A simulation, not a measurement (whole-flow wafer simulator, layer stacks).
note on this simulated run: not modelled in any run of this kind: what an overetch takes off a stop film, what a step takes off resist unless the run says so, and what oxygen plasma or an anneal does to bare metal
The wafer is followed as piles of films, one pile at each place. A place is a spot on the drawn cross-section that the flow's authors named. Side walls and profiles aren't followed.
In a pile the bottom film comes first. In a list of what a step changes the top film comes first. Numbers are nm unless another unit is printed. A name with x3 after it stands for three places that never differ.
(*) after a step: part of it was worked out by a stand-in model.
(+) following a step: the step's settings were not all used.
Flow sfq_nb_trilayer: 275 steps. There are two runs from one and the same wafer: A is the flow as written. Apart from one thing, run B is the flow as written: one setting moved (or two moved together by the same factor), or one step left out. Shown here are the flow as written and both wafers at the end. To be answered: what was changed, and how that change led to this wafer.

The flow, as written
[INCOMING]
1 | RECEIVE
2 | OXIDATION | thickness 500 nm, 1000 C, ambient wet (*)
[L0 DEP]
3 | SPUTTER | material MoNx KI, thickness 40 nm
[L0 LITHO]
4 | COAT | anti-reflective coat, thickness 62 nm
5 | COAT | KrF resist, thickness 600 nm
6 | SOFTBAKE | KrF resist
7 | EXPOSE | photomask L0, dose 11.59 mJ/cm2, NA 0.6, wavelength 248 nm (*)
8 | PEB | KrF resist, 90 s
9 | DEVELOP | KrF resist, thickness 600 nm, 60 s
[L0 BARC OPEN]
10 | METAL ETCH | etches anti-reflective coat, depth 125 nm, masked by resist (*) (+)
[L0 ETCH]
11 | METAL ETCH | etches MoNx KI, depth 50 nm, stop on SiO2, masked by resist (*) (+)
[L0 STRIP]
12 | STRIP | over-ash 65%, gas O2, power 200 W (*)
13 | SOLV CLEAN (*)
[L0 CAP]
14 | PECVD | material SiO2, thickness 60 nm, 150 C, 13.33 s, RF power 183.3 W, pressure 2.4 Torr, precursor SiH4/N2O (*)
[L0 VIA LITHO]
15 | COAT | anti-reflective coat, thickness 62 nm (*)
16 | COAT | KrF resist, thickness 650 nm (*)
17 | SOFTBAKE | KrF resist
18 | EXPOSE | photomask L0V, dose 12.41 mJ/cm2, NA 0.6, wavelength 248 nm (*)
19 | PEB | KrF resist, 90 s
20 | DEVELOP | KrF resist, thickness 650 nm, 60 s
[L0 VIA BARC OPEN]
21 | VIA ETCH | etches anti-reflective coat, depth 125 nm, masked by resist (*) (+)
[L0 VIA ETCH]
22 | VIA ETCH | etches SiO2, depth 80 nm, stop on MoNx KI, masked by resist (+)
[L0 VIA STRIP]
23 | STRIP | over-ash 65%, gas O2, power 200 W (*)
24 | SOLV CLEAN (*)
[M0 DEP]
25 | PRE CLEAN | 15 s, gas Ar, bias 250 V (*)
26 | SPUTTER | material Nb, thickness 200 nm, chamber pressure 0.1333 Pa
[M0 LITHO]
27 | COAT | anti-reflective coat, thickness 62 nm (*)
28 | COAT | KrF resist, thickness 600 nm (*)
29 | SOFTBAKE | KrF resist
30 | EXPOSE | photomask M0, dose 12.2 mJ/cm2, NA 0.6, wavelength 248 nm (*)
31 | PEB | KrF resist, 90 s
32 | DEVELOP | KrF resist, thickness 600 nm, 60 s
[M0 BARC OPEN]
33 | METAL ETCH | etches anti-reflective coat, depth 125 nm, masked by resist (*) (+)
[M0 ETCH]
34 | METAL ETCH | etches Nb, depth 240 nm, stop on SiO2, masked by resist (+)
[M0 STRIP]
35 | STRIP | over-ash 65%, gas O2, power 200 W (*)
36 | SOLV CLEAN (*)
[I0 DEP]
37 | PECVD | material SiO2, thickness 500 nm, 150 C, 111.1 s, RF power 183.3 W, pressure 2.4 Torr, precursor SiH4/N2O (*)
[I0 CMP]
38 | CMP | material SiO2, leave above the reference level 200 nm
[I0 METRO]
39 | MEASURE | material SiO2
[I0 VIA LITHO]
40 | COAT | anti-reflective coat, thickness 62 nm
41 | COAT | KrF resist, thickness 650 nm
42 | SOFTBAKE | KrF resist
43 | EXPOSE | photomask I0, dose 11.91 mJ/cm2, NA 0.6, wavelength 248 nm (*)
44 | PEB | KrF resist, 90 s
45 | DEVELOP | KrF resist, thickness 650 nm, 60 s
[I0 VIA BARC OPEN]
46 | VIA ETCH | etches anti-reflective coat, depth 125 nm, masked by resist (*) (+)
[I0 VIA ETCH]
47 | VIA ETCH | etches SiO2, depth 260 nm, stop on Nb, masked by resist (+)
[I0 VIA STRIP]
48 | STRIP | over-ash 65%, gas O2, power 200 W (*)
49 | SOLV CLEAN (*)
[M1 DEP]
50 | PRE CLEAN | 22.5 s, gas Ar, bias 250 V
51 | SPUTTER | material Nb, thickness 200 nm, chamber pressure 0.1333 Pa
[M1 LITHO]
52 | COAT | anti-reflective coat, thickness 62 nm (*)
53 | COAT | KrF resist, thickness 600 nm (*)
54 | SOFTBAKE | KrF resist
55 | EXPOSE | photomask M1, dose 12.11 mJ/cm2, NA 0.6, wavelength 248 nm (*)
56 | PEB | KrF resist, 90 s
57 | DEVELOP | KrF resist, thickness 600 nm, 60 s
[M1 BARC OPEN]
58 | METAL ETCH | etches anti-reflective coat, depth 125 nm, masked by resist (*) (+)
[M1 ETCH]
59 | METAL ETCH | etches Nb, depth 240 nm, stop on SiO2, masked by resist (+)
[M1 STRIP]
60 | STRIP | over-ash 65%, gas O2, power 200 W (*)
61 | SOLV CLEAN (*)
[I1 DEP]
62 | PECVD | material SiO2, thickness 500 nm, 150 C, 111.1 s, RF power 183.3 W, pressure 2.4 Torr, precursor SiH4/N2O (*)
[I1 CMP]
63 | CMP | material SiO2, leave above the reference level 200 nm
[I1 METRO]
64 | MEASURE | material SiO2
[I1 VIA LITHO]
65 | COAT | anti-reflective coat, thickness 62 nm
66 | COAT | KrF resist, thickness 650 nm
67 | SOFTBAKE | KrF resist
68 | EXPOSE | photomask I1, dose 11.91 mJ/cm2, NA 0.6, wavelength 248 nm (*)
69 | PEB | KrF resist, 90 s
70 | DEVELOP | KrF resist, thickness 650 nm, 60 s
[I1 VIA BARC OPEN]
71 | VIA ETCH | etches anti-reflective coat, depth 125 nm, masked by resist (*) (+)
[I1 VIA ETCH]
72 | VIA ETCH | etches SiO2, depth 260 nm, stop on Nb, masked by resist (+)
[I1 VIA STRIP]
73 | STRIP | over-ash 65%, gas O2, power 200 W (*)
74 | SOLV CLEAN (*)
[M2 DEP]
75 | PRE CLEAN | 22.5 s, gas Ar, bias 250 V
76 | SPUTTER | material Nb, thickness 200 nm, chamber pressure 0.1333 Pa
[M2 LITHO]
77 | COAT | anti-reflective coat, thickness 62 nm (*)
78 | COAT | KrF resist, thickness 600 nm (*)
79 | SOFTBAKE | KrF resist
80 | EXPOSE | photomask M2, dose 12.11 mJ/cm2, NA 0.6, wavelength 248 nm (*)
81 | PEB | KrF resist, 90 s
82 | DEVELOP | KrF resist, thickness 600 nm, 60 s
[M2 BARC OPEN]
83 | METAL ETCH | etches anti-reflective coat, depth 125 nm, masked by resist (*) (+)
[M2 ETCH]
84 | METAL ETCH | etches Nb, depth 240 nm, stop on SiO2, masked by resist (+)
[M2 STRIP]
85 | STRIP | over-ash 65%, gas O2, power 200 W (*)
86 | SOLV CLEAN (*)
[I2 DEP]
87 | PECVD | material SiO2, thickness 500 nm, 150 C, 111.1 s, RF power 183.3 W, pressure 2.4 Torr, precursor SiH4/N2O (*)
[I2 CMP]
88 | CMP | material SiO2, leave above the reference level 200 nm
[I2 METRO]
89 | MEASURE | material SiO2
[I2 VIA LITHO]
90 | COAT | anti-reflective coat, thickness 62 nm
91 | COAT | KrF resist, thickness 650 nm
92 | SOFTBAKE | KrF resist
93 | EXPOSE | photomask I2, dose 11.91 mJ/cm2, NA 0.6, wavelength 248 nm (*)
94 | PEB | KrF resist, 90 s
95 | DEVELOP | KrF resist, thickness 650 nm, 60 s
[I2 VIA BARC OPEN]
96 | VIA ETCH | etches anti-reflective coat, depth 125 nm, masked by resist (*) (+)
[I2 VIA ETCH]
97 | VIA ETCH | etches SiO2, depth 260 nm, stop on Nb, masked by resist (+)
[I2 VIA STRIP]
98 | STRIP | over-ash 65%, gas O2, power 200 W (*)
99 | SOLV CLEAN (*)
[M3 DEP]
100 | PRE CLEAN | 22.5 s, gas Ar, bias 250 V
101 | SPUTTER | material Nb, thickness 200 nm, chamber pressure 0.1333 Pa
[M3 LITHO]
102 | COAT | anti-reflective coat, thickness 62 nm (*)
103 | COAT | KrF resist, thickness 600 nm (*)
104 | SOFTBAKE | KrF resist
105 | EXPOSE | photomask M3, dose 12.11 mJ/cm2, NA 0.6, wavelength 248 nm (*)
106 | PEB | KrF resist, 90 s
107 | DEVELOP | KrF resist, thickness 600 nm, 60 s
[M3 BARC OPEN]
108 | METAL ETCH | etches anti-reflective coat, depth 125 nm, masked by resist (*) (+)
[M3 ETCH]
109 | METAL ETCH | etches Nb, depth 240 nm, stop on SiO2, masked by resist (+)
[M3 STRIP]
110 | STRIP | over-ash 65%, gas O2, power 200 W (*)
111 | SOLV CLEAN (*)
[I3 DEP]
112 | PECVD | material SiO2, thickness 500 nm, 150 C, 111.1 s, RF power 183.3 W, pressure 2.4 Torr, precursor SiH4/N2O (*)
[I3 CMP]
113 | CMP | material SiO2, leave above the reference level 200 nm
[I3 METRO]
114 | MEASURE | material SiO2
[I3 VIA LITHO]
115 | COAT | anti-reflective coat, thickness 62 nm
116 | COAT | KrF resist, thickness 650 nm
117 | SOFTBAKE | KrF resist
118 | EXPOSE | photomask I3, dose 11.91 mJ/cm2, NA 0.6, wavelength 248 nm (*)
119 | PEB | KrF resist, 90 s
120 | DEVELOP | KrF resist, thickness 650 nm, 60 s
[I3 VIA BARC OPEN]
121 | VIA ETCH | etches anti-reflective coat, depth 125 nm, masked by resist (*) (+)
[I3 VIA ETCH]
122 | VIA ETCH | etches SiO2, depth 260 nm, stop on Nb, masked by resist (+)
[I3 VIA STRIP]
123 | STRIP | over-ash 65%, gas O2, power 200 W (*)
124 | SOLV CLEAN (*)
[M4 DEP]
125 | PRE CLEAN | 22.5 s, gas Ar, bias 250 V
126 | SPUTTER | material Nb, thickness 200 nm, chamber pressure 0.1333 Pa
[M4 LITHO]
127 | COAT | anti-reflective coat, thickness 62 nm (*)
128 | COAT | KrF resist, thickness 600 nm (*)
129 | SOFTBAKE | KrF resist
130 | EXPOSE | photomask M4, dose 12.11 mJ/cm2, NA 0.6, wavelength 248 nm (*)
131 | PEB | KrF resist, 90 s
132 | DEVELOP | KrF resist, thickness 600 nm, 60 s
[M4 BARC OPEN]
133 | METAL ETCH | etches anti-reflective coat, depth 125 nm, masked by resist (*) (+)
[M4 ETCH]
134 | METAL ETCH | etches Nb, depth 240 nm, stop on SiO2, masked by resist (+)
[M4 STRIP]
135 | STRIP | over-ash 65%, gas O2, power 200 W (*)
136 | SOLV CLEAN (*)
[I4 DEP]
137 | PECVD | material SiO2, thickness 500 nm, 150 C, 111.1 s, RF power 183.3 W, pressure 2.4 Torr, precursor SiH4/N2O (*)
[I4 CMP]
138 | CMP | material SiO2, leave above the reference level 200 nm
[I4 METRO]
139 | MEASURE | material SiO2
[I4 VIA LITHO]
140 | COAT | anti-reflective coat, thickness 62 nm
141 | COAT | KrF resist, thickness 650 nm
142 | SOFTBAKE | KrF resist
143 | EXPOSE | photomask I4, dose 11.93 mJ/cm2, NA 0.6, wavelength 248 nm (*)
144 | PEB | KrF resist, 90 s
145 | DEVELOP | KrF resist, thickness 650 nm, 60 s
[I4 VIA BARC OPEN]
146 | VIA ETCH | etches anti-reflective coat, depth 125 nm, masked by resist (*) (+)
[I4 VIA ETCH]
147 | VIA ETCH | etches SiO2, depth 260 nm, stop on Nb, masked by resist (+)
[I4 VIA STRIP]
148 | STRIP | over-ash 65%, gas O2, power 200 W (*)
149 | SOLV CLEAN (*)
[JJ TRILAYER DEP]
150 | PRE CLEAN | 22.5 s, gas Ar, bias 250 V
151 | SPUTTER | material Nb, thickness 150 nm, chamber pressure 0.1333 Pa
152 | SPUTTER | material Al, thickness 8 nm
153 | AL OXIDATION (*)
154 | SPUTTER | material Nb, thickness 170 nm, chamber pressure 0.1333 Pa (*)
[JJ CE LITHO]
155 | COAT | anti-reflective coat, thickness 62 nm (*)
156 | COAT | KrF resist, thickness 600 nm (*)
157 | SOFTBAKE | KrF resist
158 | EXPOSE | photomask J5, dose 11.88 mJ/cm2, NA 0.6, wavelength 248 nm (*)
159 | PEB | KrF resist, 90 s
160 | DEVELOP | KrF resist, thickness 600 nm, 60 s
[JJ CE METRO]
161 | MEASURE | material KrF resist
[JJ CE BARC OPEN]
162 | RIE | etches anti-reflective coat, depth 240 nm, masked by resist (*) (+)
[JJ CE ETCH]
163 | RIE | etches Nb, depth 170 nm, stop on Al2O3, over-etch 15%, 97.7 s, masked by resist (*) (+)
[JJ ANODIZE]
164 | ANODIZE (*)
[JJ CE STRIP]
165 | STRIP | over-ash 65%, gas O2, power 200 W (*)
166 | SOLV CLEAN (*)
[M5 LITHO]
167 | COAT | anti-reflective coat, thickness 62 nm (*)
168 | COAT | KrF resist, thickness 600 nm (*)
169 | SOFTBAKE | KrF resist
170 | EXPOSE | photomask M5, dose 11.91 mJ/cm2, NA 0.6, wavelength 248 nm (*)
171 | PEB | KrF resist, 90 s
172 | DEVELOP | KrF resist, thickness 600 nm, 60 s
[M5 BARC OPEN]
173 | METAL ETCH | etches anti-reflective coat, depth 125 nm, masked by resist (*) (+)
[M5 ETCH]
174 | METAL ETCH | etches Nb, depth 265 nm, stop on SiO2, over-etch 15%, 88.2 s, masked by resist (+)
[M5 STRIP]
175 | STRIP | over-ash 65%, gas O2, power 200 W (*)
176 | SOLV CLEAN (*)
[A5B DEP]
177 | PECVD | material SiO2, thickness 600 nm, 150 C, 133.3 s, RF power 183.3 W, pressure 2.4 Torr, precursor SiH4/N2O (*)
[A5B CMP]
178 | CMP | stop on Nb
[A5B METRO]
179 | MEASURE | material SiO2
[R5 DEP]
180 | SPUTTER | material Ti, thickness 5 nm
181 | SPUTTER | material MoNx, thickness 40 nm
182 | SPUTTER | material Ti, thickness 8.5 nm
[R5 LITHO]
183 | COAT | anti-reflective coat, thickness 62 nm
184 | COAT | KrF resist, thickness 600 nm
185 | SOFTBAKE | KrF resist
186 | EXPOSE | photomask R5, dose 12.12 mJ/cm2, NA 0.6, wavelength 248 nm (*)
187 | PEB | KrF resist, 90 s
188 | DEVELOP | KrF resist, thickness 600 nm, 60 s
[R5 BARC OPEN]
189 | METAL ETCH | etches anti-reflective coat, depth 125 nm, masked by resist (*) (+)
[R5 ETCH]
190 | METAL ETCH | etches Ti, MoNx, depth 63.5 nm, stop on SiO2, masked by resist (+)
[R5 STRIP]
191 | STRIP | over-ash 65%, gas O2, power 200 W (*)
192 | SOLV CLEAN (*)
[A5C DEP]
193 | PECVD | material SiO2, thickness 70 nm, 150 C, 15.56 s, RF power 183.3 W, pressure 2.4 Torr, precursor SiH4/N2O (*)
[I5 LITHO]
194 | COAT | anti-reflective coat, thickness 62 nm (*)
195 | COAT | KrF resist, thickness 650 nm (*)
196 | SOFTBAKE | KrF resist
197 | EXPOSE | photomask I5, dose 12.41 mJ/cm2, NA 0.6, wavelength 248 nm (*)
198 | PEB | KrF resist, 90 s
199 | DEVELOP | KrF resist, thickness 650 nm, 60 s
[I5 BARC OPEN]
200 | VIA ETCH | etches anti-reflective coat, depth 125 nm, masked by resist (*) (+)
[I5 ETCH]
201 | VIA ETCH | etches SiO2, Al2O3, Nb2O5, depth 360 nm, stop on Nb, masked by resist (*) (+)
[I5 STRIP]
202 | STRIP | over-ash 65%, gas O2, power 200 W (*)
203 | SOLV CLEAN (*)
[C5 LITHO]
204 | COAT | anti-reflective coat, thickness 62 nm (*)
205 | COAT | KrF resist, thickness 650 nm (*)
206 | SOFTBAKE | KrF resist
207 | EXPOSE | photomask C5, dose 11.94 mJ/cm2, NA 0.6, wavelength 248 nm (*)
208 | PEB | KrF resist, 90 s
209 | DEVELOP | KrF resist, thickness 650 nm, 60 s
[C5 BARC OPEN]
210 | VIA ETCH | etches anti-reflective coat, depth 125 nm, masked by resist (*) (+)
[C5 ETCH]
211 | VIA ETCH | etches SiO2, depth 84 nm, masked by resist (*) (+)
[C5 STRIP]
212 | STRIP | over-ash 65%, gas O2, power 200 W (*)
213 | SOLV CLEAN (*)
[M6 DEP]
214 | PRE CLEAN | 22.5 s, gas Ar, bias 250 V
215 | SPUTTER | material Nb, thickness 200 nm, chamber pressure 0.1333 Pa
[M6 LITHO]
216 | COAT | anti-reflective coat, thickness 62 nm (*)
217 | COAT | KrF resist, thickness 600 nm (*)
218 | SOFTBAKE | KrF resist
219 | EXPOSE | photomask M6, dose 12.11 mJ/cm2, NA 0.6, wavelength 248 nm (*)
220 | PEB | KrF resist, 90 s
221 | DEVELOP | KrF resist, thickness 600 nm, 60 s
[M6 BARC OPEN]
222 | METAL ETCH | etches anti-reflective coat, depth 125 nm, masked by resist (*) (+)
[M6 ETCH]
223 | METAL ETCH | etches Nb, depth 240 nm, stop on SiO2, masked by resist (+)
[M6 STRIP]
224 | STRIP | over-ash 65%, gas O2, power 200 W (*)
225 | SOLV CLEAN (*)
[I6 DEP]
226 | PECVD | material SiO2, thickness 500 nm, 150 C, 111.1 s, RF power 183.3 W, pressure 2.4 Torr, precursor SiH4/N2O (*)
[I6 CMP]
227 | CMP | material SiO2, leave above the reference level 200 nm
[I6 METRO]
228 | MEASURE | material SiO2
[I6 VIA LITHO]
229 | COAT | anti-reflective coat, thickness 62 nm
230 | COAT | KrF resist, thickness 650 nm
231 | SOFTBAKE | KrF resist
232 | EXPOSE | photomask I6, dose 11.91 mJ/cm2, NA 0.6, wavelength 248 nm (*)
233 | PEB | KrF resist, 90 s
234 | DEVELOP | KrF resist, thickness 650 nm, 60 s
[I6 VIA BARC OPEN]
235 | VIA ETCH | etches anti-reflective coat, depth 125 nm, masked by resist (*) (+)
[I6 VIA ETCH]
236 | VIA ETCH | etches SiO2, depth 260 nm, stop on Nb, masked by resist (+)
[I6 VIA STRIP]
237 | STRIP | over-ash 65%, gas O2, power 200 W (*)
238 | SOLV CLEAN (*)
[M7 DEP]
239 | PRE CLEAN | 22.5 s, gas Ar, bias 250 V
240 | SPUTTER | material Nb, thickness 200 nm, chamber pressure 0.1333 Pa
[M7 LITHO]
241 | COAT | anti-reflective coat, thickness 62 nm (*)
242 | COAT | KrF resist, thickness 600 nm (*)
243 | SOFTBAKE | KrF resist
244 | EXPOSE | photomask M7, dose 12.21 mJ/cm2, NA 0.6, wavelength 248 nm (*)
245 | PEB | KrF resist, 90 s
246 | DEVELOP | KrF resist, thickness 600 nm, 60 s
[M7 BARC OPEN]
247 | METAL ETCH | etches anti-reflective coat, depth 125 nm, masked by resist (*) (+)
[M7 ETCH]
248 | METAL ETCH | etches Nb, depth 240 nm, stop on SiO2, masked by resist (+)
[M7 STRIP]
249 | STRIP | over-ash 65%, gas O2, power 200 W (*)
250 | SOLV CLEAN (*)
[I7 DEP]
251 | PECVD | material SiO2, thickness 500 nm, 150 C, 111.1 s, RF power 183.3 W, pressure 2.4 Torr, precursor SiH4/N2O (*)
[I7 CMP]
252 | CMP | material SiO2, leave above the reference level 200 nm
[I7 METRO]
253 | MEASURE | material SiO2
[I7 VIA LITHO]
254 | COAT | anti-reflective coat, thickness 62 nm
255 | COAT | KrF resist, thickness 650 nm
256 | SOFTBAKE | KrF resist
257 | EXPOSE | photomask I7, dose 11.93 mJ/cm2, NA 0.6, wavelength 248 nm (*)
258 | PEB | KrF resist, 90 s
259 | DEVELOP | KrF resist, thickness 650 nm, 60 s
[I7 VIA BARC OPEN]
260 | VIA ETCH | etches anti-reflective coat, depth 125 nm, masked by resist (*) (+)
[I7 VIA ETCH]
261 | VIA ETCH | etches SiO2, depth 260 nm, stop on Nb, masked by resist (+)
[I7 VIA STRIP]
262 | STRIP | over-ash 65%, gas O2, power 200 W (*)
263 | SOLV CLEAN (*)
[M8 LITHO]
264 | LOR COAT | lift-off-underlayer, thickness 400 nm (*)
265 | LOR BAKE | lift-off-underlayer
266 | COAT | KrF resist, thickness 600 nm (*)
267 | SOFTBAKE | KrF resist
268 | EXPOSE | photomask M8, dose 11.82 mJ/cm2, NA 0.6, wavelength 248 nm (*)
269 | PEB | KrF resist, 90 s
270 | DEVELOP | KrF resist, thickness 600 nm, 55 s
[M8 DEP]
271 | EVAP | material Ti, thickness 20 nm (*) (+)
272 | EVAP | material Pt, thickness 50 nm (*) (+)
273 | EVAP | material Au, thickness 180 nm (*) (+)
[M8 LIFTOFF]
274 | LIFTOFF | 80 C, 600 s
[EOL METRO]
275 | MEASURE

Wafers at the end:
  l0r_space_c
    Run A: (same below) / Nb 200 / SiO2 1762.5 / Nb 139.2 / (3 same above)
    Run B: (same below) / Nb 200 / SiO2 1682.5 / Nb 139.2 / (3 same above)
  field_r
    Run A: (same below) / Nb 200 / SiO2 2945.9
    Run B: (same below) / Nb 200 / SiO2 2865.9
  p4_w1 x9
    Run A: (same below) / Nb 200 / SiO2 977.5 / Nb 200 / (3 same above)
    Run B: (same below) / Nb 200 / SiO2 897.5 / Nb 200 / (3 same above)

What caused this: step 51, SPUTTER: thickness 120 nm was run, though the flow has thickness 200 nm.

The path from the change to this, step by step:
  51 | SPUTTER | material Nb, thickness 200 nm, chamber pressure 0.1333 Pa
      field_l, v_sur, via_wl and 102 more: A Nb gains 200 (new film) | B Nb gains 120 (new film)
      via_w: A Nb gains 174.5 | B Nb gains 105.5
  52 | COAT | anti-reflective coat, thickness 62 nm (*)
      via_wl: A anti-reflective coat gains 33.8 (new film) | B anti-reflective coat gains 33.1 (new film)
      via_w: A anti-reflective coat gains 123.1 (new film) | B anti-reflective coat gains 119.4 (new film)
      (as well as at 1 more place)
  59 | METAL ETCH | etches Nb, depth 240 nm, stop on SiO2, masked by resist (+)
      field_l, be, be_sur and 79 more: A Nb loses 200 (all of it) | B Nb loses 120 (all of it)
      v_sur, via_wl, via_w and 21 more: A KrF resist loses 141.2 | B KrF resist loses 105.9
  60 | STRIP | over-ash 65%, gas O2, power 200 W (*)
      wl_j_sl, wl_jj, wl_j_sr and 13 more: A KrF resist loses 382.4 (all of it), anti-reflective coat loses 62 (all of it) | B KrF resist loses 417.7 (all of it), anti-reflective coat loses 62 (all of it)
      v_sur: A KrF resist loses 365.9 (all of it), anti-reflective coat loses 61.1 (all of it) | B KrF resist loses 401.8 (all of it), anti-reflective coat loses 60.9 (all of it)
      (as well as at 7 more places)
  62 | PECVD | material SiO2, thickness 500 nm, 150 C, 111.1 s, RF power 183.3 W, pressure 2.4 Torr, precursor SiH4/N2O (*)
      wl_d_sl, wl_d_sr: A SiO2 gains 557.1 | B SiO2 gains 500
      via_w: A SiO2 gains 606 (new film) | B SiO2 gains 586.4 (new film)
  63 | CMP | material SiO2, leave above the reference level 200 nm
      field_l, be, be_sur and 72 more: A SiO2 loses 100 | B SiO2 loses 180
      lsp_m, ln_m6, lsp_r, l0_sur, l0v: A SiO2 loses 94.9 | B SiO2 loses 180
      (as well as at 3 more places)
